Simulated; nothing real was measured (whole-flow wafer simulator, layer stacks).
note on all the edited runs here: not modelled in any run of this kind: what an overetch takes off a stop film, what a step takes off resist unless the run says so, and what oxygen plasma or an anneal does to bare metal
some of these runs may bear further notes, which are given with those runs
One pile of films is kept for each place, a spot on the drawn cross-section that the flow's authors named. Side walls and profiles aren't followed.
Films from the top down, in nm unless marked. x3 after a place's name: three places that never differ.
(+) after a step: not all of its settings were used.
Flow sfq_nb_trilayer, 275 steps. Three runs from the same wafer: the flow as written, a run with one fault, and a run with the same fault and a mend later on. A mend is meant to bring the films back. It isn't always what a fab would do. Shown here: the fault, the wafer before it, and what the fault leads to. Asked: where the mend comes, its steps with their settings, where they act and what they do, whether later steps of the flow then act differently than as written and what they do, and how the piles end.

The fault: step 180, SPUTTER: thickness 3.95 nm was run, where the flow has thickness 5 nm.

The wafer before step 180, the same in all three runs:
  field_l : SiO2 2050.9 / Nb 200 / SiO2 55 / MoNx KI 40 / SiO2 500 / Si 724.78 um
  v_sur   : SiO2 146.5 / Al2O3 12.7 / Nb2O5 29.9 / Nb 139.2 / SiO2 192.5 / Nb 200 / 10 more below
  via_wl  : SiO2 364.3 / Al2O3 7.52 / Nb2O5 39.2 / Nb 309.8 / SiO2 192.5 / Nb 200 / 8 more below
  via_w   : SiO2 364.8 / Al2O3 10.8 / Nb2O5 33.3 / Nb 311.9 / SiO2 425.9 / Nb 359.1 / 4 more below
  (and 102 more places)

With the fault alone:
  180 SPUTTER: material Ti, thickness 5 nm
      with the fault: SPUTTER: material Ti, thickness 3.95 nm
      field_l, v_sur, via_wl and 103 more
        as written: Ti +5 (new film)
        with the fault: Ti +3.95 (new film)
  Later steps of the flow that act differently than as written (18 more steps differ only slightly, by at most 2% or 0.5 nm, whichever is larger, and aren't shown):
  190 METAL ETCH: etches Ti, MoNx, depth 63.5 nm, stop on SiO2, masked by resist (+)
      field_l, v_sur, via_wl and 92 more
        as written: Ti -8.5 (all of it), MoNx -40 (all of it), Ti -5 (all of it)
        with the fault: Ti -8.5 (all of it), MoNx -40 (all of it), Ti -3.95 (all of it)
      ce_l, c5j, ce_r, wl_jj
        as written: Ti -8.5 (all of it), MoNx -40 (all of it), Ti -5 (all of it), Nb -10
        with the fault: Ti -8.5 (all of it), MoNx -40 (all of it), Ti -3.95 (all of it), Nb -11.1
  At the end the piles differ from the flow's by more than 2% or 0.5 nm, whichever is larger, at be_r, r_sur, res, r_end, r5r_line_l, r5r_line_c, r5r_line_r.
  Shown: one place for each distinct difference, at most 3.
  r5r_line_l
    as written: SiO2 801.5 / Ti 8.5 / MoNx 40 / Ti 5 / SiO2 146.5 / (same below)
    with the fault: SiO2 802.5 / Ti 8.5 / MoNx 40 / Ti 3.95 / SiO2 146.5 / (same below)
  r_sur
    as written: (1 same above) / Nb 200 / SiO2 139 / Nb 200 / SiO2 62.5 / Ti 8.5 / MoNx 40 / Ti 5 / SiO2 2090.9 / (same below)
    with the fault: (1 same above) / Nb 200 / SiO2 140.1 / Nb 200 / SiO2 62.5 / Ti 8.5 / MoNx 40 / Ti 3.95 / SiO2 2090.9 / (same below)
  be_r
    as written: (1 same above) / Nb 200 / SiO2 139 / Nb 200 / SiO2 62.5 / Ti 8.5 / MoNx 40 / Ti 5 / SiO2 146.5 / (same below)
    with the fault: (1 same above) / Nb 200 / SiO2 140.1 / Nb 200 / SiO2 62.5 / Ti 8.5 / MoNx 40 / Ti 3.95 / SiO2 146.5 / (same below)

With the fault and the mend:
  The mend comes after step 180.
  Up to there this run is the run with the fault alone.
  180a SPUTTER: material Ti, thickness 1.05 nm (the flow's step 180 once more, with other settings)
      field_l, v_sur, via_wl and 103 more
        Ti +1.05
  No later step of the flow acts differently than as written at any place that is followed.
  At the end the piles are the same as the flow's at every place that both follow.
